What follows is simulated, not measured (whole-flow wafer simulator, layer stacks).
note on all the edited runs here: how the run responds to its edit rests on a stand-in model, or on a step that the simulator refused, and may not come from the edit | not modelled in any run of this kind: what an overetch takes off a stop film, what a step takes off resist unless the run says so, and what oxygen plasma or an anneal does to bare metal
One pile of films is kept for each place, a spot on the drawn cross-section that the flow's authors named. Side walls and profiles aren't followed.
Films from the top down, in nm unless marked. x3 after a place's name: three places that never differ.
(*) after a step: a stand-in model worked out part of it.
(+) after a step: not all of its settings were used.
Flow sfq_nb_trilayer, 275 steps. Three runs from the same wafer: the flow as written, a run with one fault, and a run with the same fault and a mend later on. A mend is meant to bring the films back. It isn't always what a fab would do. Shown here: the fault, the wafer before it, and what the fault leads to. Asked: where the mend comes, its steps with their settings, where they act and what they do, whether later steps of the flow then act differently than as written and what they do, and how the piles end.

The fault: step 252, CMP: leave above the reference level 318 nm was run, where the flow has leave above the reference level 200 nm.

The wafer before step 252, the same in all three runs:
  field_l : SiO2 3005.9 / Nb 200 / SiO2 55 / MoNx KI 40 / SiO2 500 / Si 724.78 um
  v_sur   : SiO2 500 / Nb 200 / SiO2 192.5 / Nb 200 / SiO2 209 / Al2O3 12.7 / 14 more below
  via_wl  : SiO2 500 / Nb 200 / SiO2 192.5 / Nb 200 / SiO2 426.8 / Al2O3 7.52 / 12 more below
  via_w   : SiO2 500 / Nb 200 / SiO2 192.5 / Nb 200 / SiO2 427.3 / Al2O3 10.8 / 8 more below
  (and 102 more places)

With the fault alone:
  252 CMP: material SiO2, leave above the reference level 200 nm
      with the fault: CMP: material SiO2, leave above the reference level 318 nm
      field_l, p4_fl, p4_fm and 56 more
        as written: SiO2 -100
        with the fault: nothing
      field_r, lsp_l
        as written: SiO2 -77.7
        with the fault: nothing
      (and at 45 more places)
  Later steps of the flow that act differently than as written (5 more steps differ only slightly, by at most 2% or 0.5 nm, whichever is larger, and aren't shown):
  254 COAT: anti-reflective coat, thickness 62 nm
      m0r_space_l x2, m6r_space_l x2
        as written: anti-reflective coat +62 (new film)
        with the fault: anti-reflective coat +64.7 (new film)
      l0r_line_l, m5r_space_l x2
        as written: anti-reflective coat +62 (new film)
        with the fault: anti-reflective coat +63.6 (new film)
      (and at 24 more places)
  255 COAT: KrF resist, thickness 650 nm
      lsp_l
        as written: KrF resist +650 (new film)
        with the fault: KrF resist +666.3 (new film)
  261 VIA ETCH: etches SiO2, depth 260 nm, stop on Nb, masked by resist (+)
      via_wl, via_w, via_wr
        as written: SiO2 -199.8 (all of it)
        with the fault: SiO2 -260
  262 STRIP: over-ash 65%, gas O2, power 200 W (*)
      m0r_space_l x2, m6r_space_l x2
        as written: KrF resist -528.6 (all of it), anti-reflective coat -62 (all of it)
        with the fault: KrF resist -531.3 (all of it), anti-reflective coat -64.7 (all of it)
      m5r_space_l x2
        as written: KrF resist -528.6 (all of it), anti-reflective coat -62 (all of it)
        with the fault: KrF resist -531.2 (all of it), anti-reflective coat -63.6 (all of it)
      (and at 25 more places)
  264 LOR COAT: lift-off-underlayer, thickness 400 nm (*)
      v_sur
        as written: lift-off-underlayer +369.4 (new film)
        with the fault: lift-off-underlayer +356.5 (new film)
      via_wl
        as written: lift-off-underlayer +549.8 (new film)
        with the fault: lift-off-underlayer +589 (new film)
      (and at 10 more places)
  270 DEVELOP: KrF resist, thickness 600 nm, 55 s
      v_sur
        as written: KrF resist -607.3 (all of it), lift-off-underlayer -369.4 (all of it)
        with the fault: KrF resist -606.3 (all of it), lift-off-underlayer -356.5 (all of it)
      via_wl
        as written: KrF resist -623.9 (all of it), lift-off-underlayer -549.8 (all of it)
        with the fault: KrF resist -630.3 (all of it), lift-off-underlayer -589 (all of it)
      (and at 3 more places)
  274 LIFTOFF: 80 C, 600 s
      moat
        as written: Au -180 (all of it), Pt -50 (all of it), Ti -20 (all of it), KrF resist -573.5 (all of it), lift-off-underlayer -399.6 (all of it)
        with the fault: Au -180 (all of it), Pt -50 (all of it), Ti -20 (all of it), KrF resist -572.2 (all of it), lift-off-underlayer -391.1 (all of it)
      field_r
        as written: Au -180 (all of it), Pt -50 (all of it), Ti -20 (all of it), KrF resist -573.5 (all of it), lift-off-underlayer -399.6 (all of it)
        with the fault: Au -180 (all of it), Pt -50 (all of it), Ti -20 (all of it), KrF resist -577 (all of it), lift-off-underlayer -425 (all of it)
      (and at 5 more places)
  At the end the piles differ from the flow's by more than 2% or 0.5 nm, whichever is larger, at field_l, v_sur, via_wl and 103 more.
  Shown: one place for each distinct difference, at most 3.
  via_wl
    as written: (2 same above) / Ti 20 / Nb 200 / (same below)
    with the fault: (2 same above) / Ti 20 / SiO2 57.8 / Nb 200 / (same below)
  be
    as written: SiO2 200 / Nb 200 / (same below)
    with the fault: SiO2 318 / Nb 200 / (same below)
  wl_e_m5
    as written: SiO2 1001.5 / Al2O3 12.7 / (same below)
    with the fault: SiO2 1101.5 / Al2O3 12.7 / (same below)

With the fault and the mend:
  The mend comes after step 259.
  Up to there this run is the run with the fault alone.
  259a STRIP: over-ash 65%, gas O2, power 200 W (*)
      wire, ce_l, c5j, ce_r
        KrF resist -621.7 (all of it), anti-reflective coat -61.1 (all of it)
      p3_l3, p3_s3, p3_l4, p3_s4
        KrF resist -625.7 (all of it), anti-reflective coat -62.2 (all of it)
      m0r_line_l x2, m6r_line_l x2
        KrF resist -628.3 (all of it), anti-reflective coat -62.6 (all of it)
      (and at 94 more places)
  259b CMP: material SiO2, leave above the reference level 200 nm (the flow's step 252 once more)
      field_l, p4_fl, p4_fm and 56 more
        SiO2 -100
      v_sur, via_wl, via_w and 40 more
        SiO2 -118
      field_r, lsp_l
        SiO2 -77.7
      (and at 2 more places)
  259c COAT: anti-reflective coat, thickness 62 nm (the flow's step 254 once more)
      field_l, v_sur, via_wl and 103 more
        anti-reflective coat +62 (new film)
  259d COAT: KrF resist, thickness 650 nm (the flow's step 255 once more)
      field_l, v_sur, via_wl and 103 more
        KrF resist +650 (new film)
  259e SOFTBAKE: KrF resist (the flow's step 256 once more)
      changes no film at any place that is followed
  259f EXPOSE: photomask I7, dose 11.93 mJ/cm2, NA 0.6, wavelength 248 nm (*) (the flow's step 257 once more)
      changes no film at any place that is followed
  259g PEB: KrF resist, 90 s (the flow's step 258 once more)
      field_l, v_sur, via_wl and 103 more
        KrF resist -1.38
  259h DEVELOP: KrF resist, thickness 650 nm, 60 s (the flow's step 259 once more)
      field_l, v_sur, via_sp and 100 more
        KrF resist -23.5
      via_wl, via_w, via_wr
        KrF resist -648.6 (all of it)
  No later step of the flow acts differently than as written at any place that is followed.
  At the end the piles are the same as the flow's at every place that both follow.
